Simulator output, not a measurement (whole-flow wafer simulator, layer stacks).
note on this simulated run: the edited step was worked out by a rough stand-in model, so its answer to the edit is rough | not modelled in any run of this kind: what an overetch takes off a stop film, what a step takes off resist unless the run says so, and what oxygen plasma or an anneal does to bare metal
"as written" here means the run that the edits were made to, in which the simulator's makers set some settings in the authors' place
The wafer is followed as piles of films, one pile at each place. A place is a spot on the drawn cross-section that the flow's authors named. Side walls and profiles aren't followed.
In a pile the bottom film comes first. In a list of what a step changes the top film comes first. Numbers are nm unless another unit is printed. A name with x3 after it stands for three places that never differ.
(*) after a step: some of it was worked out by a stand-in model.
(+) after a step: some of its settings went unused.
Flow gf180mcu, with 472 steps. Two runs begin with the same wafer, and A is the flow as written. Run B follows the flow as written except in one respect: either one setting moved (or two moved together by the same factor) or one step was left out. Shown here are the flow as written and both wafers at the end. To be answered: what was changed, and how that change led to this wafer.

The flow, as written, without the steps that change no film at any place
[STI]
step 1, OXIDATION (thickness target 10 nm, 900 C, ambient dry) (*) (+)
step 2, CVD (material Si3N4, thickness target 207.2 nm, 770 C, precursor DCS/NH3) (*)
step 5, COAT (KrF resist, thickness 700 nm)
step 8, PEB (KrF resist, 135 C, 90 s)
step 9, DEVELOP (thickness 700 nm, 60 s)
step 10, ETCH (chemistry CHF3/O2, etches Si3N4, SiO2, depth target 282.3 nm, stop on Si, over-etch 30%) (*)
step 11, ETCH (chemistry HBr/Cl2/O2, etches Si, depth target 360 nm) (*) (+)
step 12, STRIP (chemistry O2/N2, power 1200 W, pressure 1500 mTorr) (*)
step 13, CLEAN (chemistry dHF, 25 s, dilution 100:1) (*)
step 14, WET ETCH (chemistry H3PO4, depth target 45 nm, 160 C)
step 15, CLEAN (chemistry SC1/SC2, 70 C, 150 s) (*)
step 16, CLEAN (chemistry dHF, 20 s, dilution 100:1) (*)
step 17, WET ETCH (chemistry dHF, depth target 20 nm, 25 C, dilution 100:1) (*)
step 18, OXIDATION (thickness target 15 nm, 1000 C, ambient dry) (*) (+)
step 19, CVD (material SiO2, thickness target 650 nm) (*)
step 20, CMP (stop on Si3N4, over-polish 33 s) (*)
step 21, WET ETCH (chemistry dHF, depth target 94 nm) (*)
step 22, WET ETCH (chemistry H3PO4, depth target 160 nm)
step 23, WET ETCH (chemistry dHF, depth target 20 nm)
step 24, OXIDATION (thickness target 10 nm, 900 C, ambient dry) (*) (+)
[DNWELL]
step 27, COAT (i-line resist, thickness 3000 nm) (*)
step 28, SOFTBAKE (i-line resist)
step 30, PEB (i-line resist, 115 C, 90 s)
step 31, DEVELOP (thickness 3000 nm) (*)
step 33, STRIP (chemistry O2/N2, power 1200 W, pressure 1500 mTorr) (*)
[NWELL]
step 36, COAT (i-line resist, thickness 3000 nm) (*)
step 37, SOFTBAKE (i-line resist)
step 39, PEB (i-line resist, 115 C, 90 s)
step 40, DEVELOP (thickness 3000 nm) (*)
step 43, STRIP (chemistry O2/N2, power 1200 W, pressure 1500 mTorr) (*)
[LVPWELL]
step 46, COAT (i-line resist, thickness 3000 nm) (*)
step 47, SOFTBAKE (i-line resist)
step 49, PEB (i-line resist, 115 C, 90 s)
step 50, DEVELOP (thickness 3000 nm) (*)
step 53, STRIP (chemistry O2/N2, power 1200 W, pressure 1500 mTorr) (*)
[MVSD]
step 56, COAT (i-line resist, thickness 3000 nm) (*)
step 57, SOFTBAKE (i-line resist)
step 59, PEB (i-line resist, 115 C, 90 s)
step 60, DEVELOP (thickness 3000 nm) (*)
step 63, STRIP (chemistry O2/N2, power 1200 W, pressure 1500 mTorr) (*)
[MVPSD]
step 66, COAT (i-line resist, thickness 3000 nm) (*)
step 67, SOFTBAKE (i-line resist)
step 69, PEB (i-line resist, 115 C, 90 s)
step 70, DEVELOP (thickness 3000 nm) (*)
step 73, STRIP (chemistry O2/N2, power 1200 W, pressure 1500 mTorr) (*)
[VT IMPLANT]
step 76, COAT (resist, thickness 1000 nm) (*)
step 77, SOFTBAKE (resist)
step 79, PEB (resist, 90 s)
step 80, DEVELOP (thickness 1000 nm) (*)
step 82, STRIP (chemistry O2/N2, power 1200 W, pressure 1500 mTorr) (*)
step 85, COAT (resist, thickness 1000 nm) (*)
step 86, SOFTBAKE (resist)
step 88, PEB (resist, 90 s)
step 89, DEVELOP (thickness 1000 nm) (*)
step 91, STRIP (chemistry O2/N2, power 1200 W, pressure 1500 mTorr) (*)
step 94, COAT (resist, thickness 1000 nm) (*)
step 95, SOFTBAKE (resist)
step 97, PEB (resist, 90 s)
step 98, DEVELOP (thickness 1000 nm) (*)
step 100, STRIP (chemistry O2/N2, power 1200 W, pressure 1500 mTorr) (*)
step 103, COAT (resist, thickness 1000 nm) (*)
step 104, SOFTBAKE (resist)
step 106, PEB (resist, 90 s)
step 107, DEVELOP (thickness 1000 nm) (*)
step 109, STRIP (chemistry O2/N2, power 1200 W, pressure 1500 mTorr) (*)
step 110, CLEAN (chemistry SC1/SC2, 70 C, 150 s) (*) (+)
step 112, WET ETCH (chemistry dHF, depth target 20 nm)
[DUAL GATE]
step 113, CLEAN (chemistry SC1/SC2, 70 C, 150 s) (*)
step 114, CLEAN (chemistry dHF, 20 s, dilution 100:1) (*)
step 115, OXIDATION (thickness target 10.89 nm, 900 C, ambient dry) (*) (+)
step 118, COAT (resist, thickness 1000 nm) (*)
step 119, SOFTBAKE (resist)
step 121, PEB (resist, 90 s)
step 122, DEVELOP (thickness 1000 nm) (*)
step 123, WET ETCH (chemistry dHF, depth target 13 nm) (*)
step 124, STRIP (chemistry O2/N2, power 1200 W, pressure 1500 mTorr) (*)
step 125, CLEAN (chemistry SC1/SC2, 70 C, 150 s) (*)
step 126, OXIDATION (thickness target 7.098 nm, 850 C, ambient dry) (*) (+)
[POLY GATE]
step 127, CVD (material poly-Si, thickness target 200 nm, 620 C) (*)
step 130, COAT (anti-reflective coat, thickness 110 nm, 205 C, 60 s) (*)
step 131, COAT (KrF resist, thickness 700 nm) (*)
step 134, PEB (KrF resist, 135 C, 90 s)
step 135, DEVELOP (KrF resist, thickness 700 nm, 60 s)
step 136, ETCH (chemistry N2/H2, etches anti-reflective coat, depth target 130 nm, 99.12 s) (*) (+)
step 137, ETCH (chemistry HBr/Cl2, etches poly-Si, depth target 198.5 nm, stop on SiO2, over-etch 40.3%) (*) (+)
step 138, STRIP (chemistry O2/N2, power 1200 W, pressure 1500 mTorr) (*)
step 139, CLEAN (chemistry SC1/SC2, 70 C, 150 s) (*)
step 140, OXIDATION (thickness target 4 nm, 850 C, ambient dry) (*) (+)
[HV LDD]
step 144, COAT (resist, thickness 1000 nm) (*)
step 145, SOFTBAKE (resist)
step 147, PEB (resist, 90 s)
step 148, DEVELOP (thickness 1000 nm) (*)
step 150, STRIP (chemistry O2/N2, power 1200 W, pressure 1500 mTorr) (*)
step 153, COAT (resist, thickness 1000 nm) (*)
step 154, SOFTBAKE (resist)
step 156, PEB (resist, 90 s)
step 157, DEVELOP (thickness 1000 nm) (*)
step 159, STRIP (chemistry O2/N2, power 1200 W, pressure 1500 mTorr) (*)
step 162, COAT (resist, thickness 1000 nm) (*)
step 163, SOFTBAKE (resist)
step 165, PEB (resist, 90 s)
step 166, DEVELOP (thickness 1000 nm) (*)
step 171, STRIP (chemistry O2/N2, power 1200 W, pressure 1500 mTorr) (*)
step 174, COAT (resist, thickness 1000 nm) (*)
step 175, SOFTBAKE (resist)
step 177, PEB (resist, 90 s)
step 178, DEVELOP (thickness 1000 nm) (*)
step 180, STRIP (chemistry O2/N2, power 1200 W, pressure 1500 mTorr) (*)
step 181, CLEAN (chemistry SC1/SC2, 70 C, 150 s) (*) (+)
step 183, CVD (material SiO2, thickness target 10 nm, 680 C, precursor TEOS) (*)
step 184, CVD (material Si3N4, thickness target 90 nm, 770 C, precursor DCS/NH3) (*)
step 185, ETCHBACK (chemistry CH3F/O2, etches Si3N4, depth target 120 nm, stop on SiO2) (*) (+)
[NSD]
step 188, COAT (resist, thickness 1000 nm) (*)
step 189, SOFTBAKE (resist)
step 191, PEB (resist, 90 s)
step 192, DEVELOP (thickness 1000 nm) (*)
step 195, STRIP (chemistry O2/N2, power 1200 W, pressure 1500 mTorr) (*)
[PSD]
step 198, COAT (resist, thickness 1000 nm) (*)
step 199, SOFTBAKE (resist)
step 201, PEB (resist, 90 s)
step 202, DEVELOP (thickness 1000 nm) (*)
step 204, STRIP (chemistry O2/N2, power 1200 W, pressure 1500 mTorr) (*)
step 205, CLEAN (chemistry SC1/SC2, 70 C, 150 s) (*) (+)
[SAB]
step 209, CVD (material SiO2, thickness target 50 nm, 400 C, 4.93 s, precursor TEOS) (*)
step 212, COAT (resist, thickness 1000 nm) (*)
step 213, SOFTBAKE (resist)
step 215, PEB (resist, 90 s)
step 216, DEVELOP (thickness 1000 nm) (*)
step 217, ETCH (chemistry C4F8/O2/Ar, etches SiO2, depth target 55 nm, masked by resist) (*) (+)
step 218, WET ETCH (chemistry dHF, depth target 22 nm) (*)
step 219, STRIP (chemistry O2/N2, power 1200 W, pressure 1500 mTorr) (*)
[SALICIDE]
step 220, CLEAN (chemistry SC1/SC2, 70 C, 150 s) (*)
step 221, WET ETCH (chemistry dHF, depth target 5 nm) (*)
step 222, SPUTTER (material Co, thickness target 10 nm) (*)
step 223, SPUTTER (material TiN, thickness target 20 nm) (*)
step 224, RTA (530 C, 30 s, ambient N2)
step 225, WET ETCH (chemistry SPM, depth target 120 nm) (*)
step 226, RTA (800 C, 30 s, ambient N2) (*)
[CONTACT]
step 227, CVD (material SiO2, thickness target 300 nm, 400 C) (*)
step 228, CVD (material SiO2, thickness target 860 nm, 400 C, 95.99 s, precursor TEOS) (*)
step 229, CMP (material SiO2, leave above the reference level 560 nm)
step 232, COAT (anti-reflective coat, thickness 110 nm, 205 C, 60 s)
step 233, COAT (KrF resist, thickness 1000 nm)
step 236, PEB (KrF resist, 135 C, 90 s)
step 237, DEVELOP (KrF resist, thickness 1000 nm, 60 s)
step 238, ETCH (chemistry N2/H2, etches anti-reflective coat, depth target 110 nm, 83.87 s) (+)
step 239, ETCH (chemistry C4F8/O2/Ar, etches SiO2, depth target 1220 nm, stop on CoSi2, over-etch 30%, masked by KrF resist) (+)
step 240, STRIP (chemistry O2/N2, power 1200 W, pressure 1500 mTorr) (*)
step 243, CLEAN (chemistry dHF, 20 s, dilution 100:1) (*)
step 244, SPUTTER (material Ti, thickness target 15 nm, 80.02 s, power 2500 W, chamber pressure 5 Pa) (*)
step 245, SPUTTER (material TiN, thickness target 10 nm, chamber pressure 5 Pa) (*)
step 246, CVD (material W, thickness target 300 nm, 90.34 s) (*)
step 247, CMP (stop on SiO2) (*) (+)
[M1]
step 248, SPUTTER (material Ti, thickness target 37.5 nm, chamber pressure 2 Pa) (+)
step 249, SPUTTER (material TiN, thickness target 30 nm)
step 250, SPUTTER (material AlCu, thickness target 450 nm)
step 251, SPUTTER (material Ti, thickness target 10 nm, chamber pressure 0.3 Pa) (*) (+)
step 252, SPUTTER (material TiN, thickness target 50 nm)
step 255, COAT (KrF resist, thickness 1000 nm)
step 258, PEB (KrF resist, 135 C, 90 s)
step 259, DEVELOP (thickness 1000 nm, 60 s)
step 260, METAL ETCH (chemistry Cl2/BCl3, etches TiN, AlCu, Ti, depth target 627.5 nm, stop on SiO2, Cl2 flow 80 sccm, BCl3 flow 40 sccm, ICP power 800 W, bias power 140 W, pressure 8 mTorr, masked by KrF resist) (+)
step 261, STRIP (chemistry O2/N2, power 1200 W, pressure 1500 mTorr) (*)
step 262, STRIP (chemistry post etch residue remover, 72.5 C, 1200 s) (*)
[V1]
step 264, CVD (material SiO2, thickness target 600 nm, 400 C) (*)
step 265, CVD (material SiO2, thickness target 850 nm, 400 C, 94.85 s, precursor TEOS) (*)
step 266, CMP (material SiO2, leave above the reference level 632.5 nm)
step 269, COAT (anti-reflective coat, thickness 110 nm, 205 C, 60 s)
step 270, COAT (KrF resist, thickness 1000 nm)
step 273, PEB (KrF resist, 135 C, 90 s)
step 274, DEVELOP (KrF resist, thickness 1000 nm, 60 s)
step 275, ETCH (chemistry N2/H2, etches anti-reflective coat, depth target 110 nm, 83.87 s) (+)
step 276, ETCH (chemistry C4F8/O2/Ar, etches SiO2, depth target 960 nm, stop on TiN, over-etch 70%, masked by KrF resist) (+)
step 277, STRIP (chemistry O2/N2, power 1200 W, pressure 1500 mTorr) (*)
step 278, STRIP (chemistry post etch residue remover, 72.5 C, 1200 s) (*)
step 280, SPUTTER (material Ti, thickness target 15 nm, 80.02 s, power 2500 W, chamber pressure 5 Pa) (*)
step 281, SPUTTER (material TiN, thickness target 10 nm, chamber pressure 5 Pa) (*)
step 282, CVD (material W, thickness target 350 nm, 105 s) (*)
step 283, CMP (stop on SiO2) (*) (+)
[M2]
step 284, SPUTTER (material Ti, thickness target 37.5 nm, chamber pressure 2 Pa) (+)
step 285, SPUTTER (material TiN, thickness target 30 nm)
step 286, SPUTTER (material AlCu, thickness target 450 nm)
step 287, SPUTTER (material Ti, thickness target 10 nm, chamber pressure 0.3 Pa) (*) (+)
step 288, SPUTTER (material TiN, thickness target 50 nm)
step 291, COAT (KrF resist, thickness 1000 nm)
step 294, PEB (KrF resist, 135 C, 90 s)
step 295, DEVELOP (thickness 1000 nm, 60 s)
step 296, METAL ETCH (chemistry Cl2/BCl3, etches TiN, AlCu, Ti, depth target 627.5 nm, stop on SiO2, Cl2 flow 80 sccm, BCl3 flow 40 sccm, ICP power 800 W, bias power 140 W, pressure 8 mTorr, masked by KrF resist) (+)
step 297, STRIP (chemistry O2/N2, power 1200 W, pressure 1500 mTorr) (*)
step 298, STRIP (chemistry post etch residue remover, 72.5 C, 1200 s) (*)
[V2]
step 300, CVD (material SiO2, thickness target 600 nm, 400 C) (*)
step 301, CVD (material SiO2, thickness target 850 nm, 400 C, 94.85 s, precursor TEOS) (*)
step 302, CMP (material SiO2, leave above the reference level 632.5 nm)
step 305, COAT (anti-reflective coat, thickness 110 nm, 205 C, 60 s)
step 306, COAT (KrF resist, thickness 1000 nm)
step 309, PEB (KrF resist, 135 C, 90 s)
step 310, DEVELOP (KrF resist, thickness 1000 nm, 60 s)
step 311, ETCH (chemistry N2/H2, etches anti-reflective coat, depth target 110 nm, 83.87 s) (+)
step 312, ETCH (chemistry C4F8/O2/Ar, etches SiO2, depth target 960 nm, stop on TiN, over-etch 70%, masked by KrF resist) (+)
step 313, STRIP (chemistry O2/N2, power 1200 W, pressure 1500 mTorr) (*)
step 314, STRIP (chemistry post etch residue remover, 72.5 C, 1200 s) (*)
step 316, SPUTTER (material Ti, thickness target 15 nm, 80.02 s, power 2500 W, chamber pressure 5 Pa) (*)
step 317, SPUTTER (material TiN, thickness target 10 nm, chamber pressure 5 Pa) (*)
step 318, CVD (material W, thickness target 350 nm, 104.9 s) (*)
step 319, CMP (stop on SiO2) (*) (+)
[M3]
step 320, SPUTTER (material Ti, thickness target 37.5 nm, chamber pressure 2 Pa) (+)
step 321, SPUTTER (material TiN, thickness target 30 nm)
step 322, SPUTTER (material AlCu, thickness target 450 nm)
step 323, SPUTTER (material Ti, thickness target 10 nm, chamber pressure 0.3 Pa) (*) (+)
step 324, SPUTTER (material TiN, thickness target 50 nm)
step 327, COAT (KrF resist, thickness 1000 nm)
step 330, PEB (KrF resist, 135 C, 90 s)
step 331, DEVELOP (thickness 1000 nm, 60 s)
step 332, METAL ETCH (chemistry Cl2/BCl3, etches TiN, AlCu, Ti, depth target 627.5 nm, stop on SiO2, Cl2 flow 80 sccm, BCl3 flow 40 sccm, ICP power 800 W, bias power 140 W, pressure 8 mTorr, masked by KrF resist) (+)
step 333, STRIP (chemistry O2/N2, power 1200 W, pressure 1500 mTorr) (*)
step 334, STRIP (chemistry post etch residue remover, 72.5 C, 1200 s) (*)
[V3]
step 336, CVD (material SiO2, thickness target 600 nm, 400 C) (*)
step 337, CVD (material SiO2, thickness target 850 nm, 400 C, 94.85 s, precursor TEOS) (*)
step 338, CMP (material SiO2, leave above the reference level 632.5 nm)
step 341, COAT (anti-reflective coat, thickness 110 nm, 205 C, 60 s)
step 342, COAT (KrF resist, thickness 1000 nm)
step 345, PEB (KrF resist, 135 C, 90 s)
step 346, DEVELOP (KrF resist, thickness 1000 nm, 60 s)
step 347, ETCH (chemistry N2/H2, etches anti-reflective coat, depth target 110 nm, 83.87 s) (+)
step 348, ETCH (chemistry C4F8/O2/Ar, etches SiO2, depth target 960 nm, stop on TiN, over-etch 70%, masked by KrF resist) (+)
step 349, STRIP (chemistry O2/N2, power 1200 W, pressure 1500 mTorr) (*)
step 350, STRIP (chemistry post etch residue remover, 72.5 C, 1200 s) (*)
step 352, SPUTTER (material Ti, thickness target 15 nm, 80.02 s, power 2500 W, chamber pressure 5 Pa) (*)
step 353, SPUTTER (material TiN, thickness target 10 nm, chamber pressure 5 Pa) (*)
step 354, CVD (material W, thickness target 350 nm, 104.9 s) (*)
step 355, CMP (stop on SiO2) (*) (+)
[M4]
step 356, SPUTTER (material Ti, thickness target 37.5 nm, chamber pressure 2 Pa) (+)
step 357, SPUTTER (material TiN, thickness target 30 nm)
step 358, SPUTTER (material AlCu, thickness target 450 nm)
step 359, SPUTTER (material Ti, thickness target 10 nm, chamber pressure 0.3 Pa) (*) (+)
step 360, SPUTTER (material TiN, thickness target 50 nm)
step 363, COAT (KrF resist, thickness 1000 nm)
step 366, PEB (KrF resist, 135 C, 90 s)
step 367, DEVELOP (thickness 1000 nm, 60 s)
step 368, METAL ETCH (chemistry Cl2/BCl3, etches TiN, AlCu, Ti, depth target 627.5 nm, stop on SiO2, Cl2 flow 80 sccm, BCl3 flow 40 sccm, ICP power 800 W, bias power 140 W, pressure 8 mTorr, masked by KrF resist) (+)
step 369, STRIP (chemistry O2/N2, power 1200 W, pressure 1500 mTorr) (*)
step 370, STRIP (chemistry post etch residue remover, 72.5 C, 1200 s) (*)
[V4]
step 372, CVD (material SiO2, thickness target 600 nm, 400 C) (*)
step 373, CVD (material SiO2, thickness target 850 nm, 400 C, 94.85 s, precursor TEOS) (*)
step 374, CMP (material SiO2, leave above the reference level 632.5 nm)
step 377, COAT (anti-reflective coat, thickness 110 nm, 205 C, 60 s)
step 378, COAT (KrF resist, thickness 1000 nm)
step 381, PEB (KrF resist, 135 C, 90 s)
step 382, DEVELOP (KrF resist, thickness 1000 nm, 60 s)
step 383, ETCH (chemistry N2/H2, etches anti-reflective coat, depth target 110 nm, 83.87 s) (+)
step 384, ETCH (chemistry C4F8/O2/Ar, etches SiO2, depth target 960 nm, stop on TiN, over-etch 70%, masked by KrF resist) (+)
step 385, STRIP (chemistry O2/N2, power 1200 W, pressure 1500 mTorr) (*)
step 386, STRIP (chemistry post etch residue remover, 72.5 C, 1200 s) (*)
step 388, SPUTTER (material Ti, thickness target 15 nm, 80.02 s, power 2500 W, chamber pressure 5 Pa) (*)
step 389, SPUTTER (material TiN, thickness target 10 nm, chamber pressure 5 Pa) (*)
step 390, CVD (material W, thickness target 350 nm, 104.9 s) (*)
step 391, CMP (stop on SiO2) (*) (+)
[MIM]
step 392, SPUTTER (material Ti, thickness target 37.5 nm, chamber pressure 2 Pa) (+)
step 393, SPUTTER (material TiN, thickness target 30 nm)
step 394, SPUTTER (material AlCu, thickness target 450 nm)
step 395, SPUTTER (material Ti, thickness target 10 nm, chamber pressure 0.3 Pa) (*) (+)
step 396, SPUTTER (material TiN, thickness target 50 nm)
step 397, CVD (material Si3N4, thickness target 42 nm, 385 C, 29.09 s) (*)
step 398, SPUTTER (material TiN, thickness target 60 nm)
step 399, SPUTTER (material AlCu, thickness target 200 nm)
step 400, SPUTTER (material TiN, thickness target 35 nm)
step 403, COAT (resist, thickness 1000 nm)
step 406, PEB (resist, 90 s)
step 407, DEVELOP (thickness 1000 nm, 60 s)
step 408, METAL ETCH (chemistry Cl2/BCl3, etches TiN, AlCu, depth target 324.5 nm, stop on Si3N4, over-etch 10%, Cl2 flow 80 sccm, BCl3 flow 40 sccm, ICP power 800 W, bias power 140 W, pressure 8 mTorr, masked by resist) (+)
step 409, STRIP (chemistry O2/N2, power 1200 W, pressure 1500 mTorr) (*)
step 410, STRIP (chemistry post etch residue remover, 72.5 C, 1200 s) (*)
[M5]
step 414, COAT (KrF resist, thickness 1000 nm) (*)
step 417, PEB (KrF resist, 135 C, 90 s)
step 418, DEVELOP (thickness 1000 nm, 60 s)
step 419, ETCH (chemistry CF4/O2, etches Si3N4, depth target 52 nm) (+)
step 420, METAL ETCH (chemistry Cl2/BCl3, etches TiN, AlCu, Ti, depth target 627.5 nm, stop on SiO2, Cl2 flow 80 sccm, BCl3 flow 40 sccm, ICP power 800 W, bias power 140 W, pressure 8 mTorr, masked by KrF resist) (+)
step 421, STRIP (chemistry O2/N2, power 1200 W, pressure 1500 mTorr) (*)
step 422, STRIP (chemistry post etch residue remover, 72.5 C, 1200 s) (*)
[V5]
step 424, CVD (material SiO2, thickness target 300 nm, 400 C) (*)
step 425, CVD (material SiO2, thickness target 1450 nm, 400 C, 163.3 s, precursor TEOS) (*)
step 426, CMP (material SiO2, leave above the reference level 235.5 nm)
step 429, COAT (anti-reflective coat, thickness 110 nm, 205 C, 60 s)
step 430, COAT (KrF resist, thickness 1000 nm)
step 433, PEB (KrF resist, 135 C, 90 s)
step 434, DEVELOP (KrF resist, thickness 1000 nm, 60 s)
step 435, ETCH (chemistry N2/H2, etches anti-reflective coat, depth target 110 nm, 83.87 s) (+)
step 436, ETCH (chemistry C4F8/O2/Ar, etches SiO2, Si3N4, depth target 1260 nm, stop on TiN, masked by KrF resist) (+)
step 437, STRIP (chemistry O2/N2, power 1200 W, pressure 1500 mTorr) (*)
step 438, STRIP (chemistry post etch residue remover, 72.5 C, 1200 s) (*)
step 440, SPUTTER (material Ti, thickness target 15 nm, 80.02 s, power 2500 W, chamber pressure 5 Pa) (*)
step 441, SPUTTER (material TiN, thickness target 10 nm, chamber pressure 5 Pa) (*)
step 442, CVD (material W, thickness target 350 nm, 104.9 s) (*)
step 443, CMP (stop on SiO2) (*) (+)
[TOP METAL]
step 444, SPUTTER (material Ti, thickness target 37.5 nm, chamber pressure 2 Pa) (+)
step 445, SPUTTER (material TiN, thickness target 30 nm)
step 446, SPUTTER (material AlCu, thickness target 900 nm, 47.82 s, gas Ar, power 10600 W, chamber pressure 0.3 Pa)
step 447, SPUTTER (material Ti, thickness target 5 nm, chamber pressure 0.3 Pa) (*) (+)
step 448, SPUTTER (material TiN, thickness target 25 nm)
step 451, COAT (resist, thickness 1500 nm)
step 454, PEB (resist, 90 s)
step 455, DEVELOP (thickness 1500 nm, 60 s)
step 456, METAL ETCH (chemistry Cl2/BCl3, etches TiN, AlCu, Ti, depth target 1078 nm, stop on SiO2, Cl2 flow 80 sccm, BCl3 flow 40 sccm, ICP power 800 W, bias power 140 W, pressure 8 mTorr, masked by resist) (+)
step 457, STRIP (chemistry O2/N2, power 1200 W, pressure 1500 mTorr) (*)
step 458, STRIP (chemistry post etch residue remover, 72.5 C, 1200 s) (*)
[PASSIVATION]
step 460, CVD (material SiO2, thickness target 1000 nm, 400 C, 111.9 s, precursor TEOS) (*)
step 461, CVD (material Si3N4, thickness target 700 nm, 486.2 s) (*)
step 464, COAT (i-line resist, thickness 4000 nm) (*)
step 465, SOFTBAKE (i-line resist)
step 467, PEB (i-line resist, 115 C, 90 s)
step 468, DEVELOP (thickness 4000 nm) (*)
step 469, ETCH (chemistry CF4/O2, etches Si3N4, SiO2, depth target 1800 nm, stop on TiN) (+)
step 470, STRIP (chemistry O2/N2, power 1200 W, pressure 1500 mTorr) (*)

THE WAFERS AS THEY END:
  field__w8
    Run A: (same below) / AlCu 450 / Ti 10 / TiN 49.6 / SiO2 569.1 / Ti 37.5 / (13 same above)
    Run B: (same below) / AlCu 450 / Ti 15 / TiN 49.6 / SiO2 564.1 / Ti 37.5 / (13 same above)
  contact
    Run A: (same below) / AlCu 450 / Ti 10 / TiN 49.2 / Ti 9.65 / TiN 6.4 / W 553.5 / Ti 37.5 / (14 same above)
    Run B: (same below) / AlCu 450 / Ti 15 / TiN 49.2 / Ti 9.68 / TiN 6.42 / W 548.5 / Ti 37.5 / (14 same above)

What caused this: step 359, SPUTTER: thickness target 15 nm was run, while the flow as written has thickness target 10 nm.
The wafer lets one read it off: field__w8 has Ti 15, and step 359 as written asks for 10 nm.

Step by step, how the change led to this:
  step 359, SPUTTER (material Ti, thickness target 10 nm, chamber pressure 0.3 Pa) (*) (+)
      field, field__w1, field__w2 and 108 more: A Ti gains 10 (new film) | B Ti gains 15 (new film)
  step 368, METAL ETCH (chemistry Cl2/BCl3, etches TiN, AlCu, Ti, depth target 627.5 nm, stop on SiO2, Cl2 flow 80 sccm, BCl3 flow 40 sccm, ICP power 800 W, bias power 140 W, pressure 8 mTorr, masked by KrF resist) (+)
      field, field__w1, field__w2 and 103 more: A TiN loses 50 (all of it), Ti loses 10 (all of it), AlCu loses 450 (all of it), TiN loses 30 (all of it), Ti loses 37.5 (all of it) | B TiN loses 50 (all of it), Ti loses 15 (all of it), AlCu loses 450 (all of it), TiN loses 30 (all of it), Ti loses 37.5 (all of it)
